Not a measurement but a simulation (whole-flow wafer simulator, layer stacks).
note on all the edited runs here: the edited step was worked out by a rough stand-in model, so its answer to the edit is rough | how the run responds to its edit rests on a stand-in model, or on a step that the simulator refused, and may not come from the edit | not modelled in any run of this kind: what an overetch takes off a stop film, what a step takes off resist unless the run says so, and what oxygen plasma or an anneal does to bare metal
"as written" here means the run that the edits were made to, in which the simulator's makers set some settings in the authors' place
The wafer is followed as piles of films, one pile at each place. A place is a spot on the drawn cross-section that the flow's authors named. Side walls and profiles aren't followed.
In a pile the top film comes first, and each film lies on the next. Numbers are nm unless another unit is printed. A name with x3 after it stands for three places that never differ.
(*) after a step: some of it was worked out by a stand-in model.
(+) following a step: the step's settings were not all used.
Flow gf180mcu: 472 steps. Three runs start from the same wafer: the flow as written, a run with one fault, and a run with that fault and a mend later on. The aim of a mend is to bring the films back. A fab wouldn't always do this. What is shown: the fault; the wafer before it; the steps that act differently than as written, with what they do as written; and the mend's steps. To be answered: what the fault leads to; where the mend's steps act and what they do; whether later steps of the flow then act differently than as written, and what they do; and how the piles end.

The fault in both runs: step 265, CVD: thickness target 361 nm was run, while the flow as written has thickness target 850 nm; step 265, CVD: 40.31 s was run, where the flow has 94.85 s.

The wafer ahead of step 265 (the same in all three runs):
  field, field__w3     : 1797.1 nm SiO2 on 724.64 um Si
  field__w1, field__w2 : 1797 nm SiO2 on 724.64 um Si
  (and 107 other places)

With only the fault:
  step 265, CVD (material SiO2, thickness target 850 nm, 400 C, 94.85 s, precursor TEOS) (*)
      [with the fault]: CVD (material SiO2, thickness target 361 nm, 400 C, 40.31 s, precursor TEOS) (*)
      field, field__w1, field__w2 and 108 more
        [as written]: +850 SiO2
        [with the fault]: +371.5 SiO2
  Steps further on in the flow that do not act as written (1 other step is not shown; it differs only slightly, by no more than 2% or 0.5 nm, whichever is larger):
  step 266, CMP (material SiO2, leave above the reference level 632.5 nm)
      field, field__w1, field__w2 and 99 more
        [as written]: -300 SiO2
        [with the fault]: nothing
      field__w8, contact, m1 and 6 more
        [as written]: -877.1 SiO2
        [with the fault]: -398.6 SiO2
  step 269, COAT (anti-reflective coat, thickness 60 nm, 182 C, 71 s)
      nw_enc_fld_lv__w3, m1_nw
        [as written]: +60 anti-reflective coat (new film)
        [with the fault]: +38.9 anti-reflective coat (new film)
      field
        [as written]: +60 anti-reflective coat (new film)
        [with the fault]: +140.5 anti-reflective coat (new film)
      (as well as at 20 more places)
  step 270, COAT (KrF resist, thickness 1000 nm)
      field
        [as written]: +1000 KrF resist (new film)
        [with the fault]: +966 KrF resist (new film)
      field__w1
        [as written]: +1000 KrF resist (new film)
        [with the fault]: +972.2 KrF resist (new film)
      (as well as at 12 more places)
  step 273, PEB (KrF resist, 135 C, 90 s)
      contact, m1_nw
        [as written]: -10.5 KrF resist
        [with the fault]: -9 KrF resist
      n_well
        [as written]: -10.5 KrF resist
        [with the fault]: -9.56 KrF resist
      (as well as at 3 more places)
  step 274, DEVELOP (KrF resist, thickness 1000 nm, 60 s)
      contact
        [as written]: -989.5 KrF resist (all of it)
        [with the fault]: -893.1 KrF resist (all of it)
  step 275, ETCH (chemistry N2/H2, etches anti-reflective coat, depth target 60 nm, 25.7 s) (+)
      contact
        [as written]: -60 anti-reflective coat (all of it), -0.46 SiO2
        [with the fault]: -19.5 anti-reflective coat (all of it), -1.5 SiO2
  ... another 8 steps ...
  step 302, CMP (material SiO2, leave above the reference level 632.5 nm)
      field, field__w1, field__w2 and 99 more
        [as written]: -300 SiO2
        [with the fault]: -287.7 SiO2
  The piles end different from the flow's at field, field__w1, field__w2 and 105 more by more than 2% or 0.5 nm, whichever is larger.
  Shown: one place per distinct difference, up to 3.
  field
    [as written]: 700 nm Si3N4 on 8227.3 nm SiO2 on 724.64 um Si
    [with the fault]: 700 nm Si3N4 on 5896.3 nm SiO2 on 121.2 nm W on 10 nm TiN on 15 nm Ti on 2168.6 nm SiO2 on 724.64 um Si
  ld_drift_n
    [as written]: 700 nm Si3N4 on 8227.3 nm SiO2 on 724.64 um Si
    [with the fault]: 700 nm Si3N4 on 5896.3 nm SiO2 on 121.2 nm W on 10 nm TiN on 15 nm Ti on 2168.5 nm SiO2 on 724.64 um Si
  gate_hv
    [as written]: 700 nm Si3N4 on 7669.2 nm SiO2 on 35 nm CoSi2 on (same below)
    [with the fault]: 700 nm Si3N4 on 5896.3 nm SiO2 on 121.2 nm W on 10 nm TiN on 15 nm Ti on 1610.4 nm SiO2 on 35 nm CoSi2 on (same below)

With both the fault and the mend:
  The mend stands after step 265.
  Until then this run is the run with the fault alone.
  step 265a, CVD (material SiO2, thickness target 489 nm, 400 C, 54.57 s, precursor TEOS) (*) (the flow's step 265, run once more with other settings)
      field, field__w1, field__w2 and 108 more
        +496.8 SiO2
  Steps further on in the flow that do not act as written:
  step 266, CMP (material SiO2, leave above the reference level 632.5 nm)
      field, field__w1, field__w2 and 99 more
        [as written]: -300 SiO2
        [with the mend]: -318.3 SiO2
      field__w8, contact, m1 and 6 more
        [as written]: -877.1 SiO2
        [with the mend]: -895.4 SiO2
  The piles end the same as the flow's at every place that both follow.
